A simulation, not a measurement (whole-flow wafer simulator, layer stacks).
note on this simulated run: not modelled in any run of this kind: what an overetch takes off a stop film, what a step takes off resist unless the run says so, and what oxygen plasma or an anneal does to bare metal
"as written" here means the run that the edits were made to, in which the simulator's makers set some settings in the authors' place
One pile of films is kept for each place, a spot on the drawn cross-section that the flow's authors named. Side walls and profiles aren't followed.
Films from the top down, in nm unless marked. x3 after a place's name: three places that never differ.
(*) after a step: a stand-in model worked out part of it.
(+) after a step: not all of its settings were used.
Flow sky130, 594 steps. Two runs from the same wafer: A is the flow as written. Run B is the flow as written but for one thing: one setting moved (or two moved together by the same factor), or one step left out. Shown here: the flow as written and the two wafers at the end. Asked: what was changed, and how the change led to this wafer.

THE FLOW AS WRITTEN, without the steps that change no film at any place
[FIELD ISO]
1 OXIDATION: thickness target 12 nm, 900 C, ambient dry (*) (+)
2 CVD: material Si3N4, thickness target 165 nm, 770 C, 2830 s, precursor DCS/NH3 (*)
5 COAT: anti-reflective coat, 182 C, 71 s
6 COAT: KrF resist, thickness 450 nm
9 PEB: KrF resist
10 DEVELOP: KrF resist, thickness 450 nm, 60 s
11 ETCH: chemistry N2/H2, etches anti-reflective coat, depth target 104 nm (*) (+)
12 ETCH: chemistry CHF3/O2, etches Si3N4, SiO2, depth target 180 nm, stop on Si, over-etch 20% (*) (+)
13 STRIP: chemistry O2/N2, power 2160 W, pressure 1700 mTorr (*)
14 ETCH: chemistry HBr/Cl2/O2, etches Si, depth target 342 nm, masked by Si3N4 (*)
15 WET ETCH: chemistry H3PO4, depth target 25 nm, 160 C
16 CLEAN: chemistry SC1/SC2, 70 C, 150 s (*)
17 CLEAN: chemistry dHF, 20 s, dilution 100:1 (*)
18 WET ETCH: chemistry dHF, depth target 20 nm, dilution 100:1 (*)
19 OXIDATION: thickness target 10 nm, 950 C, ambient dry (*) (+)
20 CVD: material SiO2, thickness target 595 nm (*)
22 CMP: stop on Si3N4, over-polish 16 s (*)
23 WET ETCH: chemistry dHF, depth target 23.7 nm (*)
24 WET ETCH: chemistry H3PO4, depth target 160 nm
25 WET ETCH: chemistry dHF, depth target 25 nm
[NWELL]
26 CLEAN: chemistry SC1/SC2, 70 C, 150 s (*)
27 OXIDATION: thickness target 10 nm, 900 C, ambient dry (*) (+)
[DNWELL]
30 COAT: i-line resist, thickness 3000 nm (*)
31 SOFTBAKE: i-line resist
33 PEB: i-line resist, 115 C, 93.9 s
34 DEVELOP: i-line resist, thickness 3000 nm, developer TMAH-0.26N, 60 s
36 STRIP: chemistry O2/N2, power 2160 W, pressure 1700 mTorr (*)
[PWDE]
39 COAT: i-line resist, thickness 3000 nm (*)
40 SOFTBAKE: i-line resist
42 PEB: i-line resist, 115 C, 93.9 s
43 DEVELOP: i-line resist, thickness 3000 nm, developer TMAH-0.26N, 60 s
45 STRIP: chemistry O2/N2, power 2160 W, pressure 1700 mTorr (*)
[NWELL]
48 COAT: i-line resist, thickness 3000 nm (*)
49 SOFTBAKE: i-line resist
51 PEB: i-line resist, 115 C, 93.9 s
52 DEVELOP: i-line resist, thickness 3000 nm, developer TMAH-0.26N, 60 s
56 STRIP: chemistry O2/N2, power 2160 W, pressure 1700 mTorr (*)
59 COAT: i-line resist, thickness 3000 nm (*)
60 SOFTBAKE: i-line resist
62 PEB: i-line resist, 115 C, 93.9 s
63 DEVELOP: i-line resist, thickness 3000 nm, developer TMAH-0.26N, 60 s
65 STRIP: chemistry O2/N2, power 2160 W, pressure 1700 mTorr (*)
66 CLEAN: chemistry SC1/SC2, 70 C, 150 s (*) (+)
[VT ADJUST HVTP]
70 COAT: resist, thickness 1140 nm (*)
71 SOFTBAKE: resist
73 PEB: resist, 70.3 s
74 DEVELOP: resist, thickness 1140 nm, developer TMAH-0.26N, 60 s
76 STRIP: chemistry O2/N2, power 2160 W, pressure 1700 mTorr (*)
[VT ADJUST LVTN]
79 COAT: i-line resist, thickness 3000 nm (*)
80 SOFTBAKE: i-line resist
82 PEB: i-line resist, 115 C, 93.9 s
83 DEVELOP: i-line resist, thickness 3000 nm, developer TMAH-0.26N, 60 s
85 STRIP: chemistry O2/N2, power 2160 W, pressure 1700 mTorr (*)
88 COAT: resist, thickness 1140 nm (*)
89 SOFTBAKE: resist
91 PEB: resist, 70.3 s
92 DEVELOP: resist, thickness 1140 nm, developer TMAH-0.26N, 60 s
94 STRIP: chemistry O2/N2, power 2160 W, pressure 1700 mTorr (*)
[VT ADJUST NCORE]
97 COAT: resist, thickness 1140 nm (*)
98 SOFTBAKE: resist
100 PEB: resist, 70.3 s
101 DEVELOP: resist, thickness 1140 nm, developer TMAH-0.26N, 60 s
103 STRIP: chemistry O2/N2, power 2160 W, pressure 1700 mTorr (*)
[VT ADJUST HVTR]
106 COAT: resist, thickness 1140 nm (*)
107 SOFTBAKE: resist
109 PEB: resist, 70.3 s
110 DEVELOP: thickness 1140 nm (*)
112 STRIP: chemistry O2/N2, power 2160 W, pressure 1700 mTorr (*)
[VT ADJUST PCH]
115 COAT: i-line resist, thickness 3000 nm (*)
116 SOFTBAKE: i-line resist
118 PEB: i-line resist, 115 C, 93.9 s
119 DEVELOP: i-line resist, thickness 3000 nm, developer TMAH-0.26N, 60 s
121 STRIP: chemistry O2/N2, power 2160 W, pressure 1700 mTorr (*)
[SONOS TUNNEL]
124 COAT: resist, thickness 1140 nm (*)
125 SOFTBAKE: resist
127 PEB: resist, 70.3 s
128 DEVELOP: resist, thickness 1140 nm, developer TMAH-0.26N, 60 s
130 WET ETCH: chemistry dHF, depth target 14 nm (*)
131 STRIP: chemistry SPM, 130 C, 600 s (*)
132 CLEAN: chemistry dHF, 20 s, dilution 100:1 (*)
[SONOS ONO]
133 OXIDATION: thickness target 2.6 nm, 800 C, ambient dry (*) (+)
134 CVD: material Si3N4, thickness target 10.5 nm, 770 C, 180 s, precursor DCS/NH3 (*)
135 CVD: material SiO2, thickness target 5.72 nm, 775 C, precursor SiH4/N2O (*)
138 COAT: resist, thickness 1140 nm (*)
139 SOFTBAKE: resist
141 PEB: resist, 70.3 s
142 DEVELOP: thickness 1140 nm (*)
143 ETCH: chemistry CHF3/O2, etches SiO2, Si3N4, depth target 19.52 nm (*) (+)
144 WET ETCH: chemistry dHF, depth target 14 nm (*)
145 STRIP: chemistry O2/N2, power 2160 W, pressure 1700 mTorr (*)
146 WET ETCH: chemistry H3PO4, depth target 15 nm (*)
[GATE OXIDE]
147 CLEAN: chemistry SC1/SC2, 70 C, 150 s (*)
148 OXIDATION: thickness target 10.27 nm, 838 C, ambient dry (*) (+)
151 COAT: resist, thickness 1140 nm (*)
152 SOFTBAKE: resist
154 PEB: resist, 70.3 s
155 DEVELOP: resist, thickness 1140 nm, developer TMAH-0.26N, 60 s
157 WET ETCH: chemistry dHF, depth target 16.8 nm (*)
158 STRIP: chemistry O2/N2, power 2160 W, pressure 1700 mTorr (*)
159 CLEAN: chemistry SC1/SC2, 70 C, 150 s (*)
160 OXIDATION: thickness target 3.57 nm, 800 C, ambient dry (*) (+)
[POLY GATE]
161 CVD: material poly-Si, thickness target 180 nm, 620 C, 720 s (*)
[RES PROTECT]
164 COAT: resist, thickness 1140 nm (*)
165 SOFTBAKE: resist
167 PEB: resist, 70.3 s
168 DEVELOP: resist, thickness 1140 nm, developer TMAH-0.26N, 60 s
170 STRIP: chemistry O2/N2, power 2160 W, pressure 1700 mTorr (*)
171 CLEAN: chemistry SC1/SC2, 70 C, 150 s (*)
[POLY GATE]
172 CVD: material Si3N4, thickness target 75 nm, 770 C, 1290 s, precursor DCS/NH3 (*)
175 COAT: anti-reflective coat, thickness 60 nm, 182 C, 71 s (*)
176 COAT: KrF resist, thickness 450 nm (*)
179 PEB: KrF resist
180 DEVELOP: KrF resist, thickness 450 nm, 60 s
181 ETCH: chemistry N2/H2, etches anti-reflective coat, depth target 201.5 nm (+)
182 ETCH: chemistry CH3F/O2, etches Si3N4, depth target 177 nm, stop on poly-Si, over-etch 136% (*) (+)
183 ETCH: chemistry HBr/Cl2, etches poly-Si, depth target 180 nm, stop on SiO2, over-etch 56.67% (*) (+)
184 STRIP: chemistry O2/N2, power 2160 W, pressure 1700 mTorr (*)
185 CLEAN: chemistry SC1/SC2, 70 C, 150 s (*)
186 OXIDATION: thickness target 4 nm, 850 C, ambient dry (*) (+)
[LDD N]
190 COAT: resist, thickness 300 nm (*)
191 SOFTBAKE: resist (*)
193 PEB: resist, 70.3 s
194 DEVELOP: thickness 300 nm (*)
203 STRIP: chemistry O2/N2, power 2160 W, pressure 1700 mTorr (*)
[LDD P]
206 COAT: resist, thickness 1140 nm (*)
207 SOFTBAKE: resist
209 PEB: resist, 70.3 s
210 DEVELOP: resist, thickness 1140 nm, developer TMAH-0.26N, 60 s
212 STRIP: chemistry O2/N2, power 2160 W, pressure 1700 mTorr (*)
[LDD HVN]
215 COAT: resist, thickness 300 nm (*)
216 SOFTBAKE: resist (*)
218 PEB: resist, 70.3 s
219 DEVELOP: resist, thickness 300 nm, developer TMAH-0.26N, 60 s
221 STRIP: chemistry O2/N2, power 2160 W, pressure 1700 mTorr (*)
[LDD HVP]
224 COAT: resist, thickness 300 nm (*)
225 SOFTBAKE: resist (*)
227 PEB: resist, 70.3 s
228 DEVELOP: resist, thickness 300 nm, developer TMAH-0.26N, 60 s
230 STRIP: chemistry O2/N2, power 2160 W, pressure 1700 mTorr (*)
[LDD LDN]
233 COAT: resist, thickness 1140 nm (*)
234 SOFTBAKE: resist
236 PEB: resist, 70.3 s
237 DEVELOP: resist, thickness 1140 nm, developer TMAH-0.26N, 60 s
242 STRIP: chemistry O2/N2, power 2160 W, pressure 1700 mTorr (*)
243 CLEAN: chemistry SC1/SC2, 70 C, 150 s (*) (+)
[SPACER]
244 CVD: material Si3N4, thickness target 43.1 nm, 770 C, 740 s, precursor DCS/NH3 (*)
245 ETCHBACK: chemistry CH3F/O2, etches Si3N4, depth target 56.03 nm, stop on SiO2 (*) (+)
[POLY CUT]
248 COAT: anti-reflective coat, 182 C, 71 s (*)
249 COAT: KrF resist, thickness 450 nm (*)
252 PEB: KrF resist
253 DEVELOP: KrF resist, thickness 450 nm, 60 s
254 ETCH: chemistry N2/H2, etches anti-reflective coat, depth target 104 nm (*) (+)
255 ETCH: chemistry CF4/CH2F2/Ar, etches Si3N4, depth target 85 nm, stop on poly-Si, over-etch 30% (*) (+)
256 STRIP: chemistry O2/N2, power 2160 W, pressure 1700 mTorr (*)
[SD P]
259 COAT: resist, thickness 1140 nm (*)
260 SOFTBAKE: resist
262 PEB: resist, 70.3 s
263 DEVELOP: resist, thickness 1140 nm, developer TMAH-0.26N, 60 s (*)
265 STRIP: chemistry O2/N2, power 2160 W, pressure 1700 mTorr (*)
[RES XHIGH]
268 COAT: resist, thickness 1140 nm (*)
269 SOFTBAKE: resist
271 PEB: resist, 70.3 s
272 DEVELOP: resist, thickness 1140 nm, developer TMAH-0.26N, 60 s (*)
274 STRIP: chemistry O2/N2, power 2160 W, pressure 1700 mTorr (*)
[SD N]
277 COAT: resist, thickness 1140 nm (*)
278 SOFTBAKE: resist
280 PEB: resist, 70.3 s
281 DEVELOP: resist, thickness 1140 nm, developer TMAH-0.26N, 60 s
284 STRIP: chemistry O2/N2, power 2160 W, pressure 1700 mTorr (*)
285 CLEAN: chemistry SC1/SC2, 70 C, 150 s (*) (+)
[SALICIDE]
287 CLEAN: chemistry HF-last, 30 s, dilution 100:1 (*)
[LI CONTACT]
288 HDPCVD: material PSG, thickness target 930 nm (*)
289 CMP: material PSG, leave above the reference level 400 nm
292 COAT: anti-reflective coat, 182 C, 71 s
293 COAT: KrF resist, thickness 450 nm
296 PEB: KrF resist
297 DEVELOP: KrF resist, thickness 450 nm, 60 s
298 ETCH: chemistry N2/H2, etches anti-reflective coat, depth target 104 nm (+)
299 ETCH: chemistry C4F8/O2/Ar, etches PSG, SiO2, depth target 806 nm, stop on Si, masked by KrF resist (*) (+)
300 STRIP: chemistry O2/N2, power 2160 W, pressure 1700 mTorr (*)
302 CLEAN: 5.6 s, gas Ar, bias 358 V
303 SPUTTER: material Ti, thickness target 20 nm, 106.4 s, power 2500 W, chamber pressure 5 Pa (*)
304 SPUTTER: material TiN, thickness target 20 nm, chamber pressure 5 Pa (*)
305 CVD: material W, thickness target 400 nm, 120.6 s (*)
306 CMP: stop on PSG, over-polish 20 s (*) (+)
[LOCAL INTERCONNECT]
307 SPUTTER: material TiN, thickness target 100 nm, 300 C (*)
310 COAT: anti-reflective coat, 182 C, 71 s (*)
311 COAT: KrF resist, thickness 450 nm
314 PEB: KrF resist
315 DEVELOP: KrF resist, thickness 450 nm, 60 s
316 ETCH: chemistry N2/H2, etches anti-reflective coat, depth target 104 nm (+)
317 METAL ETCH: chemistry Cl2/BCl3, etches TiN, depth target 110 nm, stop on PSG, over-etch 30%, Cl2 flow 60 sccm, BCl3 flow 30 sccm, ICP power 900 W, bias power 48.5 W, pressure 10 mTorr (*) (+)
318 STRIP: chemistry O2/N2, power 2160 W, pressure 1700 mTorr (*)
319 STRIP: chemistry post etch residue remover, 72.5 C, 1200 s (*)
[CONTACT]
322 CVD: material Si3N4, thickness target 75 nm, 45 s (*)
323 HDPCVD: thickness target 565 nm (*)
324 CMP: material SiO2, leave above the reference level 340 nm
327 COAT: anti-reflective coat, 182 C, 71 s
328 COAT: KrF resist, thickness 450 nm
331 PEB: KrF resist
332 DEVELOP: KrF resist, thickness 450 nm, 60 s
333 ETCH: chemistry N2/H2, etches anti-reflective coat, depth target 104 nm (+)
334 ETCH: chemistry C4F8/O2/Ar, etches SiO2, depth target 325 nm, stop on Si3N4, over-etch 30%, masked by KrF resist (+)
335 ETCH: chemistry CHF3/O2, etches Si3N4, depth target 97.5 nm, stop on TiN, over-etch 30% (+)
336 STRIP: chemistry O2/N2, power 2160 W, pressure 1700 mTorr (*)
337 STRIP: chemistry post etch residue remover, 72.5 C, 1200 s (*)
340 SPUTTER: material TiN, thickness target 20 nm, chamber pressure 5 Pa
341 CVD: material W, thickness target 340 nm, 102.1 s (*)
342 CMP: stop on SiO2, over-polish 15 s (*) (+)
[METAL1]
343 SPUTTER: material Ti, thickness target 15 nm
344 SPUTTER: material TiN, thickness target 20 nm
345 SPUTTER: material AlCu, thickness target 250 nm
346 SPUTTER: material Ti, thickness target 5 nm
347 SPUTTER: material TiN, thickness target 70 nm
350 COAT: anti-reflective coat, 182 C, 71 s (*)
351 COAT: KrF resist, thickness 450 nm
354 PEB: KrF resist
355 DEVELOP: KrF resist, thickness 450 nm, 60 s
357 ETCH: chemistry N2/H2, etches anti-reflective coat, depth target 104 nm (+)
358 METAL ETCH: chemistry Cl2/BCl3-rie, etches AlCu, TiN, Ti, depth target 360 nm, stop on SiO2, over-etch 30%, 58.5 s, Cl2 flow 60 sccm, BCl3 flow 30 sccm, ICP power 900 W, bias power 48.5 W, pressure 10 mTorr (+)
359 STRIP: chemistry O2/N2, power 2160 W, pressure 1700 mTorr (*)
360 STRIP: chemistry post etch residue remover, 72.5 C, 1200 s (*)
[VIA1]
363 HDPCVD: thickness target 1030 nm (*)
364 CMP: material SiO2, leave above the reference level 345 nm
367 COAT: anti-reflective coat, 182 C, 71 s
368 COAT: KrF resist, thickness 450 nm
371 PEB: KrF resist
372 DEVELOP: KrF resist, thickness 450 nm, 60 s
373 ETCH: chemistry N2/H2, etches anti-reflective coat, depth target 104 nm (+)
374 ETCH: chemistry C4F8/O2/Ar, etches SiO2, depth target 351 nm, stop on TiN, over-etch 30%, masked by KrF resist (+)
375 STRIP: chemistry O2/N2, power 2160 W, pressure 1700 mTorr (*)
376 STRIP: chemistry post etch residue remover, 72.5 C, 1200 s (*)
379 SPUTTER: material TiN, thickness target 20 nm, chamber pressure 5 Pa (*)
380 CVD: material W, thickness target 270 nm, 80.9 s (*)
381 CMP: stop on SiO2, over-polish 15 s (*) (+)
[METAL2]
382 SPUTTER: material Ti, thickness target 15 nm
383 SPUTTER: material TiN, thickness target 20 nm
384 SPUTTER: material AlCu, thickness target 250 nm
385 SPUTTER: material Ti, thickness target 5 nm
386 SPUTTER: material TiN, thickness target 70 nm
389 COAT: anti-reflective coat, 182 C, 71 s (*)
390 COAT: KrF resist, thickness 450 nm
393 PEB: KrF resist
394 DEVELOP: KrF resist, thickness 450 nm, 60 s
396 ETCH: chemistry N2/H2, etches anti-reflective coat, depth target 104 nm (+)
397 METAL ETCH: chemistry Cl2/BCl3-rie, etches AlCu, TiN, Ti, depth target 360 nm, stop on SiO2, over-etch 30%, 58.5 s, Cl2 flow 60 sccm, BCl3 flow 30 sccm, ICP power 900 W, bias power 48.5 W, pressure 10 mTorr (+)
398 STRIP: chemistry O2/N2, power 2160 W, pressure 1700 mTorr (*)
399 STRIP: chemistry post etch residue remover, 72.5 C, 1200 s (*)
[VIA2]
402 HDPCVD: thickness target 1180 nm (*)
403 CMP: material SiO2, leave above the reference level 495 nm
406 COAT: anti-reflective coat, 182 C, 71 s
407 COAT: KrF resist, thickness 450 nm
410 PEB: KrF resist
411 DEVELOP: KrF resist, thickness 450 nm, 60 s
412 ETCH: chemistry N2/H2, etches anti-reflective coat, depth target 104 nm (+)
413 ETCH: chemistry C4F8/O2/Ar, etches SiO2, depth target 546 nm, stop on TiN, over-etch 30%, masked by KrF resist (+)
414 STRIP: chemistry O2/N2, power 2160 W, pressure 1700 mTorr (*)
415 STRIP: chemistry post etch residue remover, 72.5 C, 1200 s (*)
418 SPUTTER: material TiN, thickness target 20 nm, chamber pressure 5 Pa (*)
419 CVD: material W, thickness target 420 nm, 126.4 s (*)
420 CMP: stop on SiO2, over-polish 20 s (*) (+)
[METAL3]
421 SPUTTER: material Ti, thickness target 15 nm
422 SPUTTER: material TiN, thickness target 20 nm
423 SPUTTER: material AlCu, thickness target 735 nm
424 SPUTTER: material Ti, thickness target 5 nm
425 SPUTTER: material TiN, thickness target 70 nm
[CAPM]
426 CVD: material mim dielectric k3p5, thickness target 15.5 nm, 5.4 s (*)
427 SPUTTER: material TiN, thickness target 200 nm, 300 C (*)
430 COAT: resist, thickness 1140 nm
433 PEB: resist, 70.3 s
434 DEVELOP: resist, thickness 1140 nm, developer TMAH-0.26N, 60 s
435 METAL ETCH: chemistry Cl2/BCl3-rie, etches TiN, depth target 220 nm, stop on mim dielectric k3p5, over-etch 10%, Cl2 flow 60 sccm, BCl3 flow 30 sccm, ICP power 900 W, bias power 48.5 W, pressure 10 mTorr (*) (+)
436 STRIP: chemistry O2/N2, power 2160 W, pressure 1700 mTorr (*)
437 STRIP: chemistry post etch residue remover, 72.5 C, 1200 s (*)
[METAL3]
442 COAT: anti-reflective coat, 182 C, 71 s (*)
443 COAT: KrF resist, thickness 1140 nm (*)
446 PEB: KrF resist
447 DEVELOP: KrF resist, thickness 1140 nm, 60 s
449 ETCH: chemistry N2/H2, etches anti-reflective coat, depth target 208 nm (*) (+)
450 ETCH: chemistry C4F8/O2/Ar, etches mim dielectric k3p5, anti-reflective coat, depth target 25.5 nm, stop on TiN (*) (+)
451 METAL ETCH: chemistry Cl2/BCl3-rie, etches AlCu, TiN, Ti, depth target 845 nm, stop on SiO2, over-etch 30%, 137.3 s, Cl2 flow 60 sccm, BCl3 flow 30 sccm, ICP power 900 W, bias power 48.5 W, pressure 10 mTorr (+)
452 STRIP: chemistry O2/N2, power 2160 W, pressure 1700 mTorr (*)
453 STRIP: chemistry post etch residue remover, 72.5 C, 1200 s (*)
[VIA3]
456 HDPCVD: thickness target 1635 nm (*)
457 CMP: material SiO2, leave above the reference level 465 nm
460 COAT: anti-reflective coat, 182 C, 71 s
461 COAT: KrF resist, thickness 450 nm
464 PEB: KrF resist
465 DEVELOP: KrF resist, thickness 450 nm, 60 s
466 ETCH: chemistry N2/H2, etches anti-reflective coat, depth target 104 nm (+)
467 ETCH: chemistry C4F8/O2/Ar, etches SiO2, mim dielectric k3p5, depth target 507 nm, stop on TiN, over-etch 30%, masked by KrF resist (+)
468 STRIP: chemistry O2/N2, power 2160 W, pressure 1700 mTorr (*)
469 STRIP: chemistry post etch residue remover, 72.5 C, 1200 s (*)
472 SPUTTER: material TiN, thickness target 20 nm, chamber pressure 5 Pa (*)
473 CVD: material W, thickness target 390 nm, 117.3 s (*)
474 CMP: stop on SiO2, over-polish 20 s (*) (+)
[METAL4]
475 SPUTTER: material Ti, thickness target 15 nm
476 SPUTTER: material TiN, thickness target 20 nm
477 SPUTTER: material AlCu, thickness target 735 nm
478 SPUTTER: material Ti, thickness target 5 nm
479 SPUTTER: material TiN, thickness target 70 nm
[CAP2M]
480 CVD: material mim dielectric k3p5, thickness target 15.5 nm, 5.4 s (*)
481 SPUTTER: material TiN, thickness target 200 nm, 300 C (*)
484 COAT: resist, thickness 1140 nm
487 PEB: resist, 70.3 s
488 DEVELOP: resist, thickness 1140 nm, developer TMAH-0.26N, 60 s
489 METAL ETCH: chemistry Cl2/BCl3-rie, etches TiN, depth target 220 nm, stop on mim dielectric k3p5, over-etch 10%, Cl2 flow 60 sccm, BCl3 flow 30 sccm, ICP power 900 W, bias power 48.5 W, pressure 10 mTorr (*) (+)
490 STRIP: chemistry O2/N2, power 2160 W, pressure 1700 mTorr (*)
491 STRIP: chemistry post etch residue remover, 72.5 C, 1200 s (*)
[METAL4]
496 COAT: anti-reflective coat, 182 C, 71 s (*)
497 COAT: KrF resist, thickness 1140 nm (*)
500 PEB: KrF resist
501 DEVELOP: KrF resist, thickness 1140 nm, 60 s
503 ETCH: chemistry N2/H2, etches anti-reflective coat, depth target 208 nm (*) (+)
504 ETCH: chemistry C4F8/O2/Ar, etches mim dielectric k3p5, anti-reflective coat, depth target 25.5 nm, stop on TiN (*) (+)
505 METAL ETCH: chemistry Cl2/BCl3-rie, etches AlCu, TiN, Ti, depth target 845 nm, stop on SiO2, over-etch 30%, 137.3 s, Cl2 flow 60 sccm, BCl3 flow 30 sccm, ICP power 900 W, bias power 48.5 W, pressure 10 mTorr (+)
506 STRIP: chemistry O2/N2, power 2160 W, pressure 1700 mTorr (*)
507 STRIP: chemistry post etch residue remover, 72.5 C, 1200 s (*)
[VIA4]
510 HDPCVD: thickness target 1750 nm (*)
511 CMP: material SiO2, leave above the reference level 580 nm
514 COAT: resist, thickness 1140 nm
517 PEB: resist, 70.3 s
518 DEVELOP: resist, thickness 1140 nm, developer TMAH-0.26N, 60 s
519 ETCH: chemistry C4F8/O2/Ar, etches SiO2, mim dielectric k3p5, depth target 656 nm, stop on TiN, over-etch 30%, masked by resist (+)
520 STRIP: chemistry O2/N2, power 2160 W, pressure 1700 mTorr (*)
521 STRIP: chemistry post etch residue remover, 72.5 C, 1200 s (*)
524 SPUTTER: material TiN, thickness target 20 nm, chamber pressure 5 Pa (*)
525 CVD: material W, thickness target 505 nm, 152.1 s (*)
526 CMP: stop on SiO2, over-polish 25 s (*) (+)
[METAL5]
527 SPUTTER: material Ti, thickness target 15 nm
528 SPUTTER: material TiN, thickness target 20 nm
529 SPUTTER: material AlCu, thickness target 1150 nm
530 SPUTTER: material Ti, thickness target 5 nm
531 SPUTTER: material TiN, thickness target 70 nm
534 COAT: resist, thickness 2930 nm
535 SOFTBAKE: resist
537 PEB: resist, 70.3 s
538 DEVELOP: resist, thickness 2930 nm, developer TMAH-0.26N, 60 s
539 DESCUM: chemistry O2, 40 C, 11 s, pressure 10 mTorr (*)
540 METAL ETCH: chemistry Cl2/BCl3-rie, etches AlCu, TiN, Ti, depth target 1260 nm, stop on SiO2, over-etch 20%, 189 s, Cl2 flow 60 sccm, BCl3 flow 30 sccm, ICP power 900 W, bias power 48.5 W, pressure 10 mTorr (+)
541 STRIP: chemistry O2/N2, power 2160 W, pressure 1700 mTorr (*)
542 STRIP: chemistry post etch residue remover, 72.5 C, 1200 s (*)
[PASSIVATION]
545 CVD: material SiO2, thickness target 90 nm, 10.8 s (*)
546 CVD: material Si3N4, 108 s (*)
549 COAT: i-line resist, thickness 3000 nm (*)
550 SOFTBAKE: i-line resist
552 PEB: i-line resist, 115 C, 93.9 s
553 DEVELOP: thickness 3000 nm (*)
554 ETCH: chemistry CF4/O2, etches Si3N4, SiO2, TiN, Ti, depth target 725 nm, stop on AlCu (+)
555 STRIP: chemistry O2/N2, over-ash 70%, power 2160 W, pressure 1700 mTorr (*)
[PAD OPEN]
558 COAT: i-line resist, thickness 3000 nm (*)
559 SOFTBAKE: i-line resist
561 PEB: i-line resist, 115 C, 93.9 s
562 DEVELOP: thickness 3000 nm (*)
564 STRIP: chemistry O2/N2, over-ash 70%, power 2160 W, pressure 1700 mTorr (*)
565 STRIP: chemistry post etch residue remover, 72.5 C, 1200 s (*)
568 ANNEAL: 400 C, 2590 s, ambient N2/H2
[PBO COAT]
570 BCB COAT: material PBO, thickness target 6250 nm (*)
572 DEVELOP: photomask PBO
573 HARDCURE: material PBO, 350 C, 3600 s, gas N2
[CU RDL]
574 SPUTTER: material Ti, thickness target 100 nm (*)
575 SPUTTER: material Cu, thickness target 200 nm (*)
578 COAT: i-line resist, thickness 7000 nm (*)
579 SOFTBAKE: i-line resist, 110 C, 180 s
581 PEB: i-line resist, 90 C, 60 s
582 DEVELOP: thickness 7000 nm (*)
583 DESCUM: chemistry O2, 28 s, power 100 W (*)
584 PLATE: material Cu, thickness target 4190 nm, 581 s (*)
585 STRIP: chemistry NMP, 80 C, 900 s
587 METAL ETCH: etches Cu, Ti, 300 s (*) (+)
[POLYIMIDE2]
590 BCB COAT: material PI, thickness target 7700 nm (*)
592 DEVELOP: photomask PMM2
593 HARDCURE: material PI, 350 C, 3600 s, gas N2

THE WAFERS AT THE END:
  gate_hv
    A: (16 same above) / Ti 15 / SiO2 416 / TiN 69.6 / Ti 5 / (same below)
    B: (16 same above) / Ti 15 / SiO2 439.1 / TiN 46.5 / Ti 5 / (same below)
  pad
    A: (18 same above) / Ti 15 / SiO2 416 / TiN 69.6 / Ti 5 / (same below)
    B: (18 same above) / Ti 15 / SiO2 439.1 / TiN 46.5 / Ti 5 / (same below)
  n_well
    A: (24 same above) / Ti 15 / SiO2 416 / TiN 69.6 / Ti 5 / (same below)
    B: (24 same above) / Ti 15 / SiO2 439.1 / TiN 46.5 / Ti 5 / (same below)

The cause: step 386, SPUTTER: thickness target 46.9 nm was run, where the flow has thickness target 70 nm.

How the change led to this, step by step:
  386 SPUTTER: material TiN, thickness target 70 nm
      field, active, n_well and 188 more: A TiN +70 (new film) | B TiN +46.9 (new film)
  397 METAL ETCH: chemistry Cl2/BCl3-rie, etches AlCu, TiN, Ti, depth target 360 nm, stop on SiO2, over-etch 30%, 58.5 s, Cl2 flow 60 sccm, BCl3 flow 30 sccm, ICP power 900 W, bias power 48.5 W, pressure 10 mTorr (+)
      field, active, gate and 82 more: A TiN -68.7 (all of it), Ti -5 (all of it), AlCu -250 (all of it), TiN -20 (all of it), Ti -15 (all of it), SiO2 -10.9 | B TiN -45.6 (all of it), Ti -5 (all of it), AlCu -250 (all of it), TiN -20 (all of it), Ti -15 (all of it), SiO2 -13.2
  403 CMP: material SiO2, leave above the reference level 495 nm
      n_well, p_well, gate_hv and 101 more: A SiO2 -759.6 | B SiO2 -736.5
      m1, via1_hole: A SiO2 -759.1 | B SiO2 -736
  413 ETCH: chemistry C4F8/O2/Ar, etches SiO2, depth target 546 nm, stop on TiN, over-etch 30%, masked by KrF resist (+)
      m1: A SiO2 -420.3 (all of it) | B SiO2 -443.4 (all of it)
      via2_hole: A SiO2 -419.8 (all of it) | B SiO2 -442.9 (all of it)
  419 CVD: material W, thickness target 420 nm, 126.4 s (*)
      m1: A W +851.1 (new film) | B W +874.5 (new film)
      via2_hole: A W +850.7 (new film) | B W +874.1 (new film)
